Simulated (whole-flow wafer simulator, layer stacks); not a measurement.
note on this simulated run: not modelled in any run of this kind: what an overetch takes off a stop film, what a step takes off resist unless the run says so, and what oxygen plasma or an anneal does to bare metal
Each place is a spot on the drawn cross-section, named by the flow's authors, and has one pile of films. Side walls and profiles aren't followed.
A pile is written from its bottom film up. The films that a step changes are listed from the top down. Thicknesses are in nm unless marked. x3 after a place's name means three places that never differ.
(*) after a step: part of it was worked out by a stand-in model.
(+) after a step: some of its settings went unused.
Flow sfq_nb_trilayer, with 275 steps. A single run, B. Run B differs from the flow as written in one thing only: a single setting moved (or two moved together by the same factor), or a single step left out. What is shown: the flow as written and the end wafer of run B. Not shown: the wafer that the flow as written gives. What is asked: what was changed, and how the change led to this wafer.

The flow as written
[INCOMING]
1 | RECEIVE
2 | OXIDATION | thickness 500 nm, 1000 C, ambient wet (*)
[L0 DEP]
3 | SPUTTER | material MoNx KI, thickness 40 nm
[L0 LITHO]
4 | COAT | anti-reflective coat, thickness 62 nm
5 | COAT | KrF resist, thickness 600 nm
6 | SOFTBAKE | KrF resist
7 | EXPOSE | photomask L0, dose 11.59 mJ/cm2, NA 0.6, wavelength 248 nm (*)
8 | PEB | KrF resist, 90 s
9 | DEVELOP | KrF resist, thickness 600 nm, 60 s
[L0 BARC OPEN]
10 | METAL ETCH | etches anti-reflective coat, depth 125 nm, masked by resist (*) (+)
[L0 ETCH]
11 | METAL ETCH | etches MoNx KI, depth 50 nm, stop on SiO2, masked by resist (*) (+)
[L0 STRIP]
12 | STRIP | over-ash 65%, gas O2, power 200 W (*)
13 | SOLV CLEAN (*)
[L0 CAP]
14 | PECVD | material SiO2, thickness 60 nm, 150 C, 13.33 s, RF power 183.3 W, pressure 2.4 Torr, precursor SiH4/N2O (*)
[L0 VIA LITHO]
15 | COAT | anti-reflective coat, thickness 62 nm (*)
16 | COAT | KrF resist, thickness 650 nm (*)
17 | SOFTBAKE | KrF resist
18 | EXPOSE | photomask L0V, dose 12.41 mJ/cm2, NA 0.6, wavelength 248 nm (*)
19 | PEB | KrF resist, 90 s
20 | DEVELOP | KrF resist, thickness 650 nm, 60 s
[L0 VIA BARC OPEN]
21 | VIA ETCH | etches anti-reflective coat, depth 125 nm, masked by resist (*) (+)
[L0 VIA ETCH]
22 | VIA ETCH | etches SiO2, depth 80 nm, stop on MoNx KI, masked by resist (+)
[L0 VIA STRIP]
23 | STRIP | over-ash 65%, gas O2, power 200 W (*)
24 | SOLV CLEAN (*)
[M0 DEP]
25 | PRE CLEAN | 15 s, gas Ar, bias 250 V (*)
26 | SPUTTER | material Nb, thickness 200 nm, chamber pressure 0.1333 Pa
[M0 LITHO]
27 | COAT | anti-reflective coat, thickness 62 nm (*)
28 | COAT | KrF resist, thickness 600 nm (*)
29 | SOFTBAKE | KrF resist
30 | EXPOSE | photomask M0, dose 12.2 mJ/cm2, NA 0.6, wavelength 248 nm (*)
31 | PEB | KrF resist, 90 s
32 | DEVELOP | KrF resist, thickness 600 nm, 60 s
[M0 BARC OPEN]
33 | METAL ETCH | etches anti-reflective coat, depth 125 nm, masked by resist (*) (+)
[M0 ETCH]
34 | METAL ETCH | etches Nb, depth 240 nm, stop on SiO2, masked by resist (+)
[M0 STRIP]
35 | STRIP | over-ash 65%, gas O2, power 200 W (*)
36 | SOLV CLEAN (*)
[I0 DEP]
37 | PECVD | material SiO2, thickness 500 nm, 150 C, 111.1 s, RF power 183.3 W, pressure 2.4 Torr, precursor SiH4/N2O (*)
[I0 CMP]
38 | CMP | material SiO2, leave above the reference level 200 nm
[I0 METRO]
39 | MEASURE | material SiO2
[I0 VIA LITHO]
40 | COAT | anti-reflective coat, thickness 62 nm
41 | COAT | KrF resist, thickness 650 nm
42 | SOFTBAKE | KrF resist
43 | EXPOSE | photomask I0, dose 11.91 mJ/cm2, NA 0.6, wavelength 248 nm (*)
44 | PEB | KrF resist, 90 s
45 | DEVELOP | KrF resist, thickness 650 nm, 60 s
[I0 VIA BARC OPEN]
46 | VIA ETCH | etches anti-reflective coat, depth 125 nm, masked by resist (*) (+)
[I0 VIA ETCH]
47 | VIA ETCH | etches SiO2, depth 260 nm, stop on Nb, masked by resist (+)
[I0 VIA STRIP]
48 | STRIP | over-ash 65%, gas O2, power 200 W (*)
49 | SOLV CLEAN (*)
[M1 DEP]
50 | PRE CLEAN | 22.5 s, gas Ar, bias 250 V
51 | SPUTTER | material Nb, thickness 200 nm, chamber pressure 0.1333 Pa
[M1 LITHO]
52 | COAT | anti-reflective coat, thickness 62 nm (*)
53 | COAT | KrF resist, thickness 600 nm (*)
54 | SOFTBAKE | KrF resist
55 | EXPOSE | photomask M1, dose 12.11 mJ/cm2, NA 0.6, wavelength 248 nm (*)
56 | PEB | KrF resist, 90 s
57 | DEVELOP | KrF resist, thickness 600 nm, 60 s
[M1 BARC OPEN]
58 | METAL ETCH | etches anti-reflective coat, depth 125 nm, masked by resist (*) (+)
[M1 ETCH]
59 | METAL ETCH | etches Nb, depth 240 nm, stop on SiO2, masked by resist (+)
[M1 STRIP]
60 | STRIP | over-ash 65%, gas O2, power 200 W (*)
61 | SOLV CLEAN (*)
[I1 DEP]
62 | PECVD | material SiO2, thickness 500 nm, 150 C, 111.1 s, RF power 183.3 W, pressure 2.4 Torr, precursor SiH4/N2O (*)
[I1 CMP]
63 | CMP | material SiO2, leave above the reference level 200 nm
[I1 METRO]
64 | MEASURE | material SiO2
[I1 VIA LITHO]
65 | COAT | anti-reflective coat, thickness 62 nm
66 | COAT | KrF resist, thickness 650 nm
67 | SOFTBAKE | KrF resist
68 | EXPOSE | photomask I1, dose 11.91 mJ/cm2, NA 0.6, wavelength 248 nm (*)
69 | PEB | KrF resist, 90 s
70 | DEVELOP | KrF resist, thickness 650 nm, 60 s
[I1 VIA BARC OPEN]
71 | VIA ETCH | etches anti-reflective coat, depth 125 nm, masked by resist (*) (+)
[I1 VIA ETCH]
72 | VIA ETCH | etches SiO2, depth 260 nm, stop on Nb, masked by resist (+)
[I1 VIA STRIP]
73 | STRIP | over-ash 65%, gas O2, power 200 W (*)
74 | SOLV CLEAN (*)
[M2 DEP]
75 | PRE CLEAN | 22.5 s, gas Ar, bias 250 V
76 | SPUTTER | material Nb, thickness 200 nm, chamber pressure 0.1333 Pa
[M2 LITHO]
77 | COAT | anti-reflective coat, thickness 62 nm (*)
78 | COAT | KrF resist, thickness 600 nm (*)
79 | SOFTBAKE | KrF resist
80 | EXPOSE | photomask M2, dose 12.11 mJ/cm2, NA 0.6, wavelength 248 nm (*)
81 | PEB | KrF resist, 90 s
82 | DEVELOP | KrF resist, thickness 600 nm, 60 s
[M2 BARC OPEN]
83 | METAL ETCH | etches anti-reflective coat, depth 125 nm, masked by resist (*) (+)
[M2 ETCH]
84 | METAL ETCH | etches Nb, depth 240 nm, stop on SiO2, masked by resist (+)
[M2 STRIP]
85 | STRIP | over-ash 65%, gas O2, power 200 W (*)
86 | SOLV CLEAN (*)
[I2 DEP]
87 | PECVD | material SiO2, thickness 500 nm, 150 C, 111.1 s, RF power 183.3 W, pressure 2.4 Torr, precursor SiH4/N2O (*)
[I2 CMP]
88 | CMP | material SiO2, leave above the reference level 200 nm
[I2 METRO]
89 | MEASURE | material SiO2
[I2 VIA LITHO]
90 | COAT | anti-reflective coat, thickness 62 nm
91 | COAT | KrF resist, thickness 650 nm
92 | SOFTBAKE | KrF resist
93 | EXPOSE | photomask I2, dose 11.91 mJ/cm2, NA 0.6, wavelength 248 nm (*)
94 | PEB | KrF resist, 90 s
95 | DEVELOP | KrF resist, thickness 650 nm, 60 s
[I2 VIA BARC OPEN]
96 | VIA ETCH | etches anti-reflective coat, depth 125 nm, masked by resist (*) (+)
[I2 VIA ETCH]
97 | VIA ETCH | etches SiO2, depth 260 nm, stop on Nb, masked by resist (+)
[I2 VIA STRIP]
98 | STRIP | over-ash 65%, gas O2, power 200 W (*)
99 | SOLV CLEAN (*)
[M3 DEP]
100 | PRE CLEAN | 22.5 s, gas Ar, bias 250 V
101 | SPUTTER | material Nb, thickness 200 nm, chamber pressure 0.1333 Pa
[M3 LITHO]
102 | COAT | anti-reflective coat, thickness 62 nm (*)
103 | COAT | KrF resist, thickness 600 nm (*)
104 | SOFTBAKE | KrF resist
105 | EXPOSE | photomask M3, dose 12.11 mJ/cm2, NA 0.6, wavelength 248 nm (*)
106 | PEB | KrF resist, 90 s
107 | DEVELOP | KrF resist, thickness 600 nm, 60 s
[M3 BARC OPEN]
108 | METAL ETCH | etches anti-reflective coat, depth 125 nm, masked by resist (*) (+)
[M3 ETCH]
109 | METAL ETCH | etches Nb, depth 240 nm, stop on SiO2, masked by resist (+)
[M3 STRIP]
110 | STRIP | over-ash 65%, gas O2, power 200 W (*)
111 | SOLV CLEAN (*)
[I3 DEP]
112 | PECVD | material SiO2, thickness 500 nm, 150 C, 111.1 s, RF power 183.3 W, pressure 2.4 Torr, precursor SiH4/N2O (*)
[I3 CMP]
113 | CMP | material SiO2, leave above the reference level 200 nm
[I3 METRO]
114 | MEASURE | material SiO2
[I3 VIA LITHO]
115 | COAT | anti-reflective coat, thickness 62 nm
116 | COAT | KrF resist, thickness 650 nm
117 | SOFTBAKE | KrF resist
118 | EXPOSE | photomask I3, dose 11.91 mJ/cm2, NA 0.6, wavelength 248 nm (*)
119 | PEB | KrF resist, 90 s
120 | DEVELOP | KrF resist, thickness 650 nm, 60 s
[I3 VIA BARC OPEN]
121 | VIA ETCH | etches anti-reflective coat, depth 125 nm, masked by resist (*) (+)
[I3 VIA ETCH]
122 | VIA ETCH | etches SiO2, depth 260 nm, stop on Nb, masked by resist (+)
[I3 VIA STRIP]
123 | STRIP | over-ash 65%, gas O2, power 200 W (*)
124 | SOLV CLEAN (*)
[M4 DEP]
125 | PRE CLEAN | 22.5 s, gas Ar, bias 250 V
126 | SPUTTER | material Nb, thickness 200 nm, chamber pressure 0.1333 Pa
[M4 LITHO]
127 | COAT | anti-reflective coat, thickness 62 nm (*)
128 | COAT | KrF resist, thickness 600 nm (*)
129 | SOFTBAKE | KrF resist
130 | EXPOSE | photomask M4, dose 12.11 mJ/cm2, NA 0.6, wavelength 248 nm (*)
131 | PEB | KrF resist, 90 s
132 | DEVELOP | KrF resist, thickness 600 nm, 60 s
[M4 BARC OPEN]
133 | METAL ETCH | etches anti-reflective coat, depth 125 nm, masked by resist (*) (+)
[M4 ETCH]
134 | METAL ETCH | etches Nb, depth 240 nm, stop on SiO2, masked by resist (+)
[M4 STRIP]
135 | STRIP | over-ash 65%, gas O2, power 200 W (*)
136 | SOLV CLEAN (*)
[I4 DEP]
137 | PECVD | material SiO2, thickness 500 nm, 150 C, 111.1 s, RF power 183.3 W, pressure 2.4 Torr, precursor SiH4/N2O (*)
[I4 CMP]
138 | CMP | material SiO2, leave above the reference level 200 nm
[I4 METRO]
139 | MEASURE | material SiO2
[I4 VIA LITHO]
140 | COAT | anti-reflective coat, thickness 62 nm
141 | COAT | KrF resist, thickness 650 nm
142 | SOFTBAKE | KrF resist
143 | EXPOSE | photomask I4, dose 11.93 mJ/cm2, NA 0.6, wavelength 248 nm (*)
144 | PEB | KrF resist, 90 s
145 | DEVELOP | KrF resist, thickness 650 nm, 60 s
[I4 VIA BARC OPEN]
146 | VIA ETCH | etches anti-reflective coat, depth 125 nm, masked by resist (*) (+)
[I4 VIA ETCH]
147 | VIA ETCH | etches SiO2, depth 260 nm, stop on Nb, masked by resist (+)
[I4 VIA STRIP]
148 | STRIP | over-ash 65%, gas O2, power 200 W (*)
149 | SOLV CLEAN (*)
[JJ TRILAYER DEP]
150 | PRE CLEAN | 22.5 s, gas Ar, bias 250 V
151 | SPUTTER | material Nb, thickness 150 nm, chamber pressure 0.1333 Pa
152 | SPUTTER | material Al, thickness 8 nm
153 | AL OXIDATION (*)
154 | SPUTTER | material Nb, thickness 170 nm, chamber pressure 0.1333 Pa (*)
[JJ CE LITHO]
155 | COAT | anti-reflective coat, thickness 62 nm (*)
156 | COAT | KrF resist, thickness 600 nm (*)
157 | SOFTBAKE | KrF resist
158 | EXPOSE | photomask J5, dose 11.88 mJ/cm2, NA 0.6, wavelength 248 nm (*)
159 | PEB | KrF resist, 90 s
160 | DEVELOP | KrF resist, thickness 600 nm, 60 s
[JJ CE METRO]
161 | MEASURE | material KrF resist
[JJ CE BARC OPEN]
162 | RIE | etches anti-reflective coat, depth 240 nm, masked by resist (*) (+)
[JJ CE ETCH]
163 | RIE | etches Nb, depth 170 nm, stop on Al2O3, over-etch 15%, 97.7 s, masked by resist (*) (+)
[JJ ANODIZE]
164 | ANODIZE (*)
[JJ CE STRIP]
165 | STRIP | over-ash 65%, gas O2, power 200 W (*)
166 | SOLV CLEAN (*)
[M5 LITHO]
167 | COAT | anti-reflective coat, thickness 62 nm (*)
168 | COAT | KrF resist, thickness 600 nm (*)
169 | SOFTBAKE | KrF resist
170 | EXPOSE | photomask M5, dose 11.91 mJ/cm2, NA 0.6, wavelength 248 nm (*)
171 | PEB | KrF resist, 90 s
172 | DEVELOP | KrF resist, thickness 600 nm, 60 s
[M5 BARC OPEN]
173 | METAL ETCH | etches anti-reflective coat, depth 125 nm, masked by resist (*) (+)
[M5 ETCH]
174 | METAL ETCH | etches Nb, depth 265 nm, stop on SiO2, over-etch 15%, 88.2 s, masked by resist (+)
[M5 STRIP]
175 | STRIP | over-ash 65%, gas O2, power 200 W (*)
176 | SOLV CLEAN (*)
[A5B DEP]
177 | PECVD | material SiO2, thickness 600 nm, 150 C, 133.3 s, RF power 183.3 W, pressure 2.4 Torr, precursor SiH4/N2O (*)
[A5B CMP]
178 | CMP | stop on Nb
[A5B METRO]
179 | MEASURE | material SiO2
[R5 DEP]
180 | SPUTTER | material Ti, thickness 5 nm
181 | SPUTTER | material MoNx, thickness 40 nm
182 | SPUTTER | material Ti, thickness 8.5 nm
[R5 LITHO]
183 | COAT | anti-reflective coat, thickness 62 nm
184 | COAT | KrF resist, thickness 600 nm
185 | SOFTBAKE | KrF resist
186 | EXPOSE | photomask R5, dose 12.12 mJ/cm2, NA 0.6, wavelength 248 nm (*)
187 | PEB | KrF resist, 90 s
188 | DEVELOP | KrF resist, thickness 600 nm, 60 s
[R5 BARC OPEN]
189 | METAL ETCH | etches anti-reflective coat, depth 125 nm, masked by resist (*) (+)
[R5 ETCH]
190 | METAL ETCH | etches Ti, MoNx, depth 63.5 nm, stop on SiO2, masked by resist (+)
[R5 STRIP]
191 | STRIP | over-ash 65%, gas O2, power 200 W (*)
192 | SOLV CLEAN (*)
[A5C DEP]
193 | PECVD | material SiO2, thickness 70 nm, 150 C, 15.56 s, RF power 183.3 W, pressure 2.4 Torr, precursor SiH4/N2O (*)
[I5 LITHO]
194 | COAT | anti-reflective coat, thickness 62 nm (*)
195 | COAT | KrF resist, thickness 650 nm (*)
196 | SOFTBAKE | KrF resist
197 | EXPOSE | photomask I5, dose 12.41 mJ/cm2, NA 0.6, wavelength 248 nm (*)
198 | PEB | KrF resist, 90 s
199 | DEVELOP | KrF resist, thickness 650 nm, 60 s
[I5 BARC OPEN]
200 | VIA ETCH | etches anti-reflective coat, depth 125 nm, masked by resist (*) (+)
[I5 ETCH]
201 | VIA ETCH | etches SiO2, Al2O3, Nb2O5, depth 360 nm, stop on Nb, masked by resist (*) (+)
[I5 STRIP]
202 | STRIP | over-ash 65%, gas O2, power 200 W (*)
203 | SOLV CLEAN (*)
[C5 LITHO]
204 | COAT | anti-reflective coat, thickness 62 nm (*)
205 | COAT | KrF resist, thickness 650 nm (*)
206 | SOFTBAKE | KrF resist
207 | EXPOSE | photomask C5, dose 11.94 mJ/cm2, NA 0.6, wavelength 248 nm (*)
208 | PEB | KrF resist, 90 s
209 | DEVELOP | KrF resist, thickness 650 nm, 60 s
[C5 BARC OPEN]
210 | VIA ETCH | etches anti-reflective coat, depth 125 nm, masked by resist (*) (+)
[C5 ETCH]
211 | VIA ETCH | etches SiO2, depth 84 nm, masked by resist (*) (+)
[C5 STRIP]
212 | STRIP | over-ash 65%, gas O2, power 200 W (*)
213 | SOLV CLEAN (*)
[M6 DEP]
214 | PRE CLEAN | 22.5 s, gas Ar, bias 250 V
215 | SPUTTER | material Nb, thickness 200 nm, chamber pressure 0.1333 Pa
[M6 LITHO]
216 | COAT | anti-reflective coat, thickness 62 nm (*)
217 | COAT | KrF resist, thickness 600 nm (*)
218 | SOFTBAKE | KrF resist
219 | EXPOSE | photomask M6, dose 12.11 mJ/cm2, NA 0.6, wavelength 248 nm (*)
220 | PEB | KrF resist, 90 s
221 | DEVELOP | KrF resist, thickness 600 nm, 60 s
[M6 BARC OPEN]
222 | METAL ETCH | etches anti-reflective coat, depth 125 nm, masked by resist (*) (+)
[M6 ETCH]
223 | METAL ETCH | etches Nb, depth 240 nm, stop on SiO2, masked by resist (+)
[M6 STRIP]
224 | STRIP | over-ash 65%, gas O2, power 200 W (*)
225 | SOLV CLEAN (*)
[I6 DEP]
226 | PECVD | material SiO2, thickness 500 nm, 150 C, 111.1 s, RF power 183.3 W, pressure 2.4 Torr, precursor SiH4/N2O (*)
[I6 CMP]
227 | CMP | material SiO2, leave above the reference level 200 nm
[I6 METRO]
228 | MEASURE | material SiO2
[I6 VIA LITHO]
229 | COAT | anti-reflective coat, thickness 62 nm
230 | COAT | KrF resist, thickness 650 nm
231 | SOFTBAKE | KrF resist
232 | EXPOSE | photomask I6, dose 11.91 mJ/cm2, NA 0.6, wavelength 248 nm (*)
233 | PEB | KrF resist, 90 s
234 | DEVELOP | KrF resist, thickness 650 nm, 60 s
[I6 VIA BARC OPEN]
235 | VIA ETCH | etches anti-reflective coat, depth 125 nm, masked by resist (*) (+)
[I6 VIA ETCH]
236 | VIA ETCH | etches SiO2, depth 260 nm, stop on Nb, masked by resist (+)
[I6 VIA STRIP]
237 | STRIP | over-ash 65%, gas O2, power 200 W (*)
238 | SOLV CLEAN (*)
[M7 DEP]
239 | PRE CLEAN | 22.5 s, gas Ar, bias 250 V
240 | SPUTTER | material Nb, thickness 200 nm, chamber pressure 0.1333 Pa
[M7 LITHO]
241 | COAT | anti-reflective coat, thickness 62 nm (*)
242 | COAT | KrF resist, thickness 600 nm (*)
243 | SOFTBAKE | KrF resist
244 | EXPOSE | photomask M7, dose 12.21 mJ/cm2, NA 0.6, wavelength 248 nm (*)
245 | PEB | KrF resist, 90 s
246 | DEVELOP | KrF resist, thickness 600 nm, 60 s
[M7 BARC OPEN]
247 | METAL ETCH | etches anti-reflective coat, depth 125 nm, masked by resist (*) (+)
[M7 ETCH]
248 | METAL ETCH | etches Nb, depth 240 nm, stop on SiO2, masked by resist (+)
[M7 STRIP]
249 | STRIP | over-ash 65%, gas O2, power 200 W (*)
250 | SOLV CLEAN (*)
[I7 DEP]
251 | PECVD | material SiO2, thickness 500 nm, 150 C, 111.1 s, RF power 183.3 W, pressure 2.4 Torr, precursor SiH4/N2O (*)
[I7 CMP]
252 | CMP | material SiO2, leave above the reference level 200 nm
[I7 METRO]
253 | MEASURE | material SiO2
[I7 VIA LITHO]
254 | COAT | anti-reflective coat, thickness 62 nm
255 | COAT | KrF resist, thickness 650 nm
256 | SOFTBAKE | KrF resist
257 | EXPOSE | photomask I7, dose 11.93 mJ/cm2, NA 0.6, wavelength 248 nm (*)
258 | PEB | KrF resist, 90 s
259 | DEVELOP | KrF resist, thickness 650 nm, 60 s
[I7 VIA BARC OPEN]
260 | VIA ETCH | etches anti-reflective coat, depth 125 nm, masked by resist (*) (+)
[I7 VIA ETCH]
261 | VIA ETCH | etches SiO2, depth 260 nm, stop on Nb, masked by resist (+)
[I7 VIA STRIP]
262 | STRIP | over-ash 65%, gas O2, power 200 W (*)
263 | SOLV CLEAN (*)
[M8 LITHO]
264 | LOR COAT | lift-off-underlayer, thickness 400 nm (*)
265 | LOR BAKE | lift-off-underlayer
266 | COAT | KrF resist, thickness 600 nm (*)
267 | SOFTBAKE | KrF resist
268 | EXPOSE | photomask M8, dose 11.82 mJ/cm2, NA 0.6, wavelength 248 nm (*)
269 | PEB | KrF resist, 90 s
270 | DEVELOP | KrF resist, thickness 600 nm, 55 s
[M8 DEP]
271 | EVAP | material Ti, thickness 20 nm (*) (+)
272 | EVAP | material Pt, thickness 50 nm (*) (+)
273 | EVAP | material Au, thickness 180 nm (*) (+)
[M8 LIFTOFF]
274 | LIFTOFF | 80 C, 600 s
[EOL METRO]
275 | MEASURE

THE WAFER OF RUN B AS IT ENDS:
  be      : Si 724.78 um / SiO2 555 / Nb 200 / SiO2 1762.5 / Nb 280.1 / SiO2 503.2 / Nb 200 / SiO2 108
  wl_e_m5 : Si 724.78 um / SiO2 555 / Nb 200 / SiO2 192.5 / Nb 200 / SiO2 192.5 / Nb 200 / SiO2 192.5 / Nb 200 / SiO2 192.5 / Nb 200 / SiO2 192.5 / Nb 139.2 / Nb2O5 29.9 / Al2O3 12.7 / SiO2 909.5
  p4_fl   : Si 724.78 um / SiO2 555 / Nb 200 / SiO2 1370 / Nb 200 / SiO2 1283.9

The reason: step 252, CMP: leave above the reference level 108 nm was run, while the flow as written has leave above the reference level 200 nm.
The wafer itself shows it: be has SiO2 108, and step 252 as written asks for 200 nm.

The path from the change to this, step by step:
  252 | CMP | material SiO2, leave above the reference level 200 nm
      field_l, p4_fl, p4_fm and 56 more: -192 SiO2 (it would be, as written: -100 SiO2)
      v_sur, via_wl, via_w and 37 more: -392 SiO2 (it would be, as written: -300 SiO2)
      (as well as at 7 more places)
  261 | VIA ETCH | etches SiO2, depth 260 nm, stop on Nb, masked by resist (+)
      field_l, v_sur, via_sp and 100 more: -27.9 KrF resist (it would be, as written: -44.8 KrF resist)
      via_wl, via_w, via_wr: -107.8 SiO2 (all of it) (it would be, as written: -199.8 SiO2 (all of it))
  262 | STRIP | over-ash 65%, gas O2, power 200 W (*)
      field_l, v_sur, via_sp and 100 more: -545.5 KrF resist (all of it), -62 anti-reflective coat (all of it) (it would be, as written: -528.6 KrF resist (all of it), -62 anti-reflective coat (all of it))
  264 | LOR COAT | lift-off-underlayer, thickness 400 nm (*)
      via_wl, via_wr: +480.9 lift-off-underlayer (new film) (it would be, as written: +549.8 lift-off-underlayer (new film))
      v_sur: +383.5 lift-off-underlayer (new film) (it would be, as written: +369.4 lift-off-underlayer (new film))
      (as well as at 2 more places)
  266 | COAT | KrF resist, thickness 600 nm (*)
      via_w: +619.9 KrF resist (new film) (it would be, as written: +636.8 KrF resist (new film))
  270 | DEVELOP | KrF resist, thickness 600 nm, 55 s
      v_sur: -603.4 KrF resist (all of it), -383.5 lift-off-underlayer (all of it) (it would be, as written: -607.3 KrF resist (all of it), -369.4 lift-off-underlayer (all of it))
      via_wl: -612.3 KrF resist (all of it), -480.9 lift-off-underlayer (all of it) (it would be, as written: -623.9 KrF resist (all of it), -549.8 lift-off-underlayer (all of it))
      (as well as at 3 more places)
